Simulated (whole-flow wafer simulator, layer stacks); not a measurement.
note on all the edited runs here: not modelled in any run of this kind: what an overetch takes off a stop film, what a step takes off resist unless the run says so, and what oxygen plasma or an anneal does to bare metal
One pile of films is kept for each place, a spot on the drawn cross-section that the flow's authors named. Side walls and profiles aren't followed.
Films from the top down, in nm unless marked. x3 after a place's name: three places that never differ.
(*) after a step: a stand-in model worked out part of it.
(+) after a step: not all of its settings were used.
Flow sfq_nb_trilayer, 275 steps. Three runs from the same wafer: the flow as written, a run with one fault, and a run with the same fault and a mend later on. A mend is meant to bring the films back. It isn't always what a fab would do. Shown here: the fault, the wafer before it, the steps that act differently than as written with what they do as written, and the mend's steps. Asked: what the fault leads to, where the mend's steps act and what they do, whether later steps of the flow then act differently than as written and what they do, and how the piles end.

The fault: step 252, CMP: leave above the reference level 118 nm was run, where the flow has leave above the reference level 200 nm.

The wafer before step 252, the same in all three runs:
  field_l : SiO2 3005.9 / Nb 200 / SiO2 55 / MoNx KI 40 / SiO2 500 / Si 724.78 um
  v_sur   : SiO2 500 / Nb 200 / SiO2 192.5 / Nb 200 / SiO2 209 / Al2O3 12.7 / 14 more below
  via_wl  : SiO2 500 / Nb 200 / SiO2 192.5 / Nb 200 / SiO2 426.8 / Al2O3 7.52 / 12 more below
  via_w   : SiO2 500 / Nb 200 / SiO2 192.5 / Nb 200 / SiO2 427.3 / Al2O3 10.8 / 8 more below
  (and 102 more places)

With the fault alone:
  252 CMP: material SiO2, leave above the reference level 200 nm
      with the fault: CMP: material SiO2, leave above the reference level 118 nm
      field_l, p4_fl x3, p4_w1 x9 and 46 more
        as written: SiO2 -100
        with the fault: SiO2 -182
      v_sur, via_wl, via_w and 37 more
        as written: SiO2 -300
        with the fault: SiO2 -382
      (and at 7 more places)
  Later steps of the flow that act differently than as written (2 more steps differ only slightly, by at most 2% or 0.5 nm, whichever is larger, and aren't shown):
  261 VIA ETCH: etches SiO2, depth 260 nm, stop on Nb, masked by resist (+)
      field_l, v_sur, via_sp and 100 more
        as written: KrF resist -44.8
        with the fault: KrF resist -30.5
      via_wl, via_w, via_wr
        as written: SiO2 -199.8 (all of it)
        with the fault: SiO2 -117.8 (all of it)
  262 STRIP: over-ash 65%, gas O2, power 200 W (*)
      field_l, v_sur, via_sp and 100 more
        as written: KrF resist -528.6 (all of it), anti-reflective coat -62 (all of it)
        with the fault: KrF resist -543 (all of it), anti-reflective coat -62 (all of it)
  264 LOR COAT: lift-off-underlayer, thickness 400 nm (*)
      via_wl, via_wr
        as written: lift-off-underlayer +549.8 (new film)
        with the fault: lift-off-underlayer +488.4 (new film)
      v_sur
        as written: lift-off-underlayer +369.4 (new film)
        with the fault: lift-off-underlayer +382 (new film)
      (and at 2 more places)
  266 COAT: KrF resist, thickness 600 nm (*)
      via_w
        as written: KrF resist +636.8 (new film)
        with the fault: KrF resist +621.7 (new film)
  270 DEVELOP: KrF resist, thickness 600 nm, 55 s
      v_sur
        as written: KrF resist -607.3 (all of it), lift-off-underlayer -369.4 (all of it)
        with the fault: KrF resist -603.8 (all of it), lift-off-underlayer -382 (all of it)
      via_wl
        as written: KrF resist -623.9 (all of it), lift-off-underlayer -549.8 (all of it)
        with the fault: KrF resist -613.6 (all of it), lift-off-underlayer -488.4 (all of it)
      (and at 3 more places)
  At the end the piles differ from the flow's by more than 2% or 0.5 nm, whichever is larger, at field_l, v_sur, via_sp and 100 more.
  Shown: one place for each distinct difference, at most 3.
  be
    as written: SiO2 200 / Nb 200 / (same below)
    with the fault: SiO2 118 / Nb 200 / (same below)
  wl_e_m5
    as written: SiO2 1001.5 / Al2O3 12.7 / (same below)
    with the fault: SiO2 919.5 / Al2O3 12.7 / (same below)
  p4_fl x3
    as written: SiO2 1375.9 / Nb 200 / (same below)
    with the fault: SiO2 1293.9 / Nb 200 / (same below)

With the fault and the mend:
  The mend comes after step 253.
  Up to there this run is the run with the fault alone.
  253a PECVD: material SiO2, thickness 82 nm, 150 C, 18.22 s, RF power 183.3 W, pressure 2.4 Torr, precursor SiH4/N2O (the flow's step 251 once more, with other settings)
      field_l, v_sur, via_wl and 103 more
        SiO2 +82
  No later step of the flow acts differently than as written at any place that is followed.
  At the end the piles are the same as the flow's at every place that both follow.
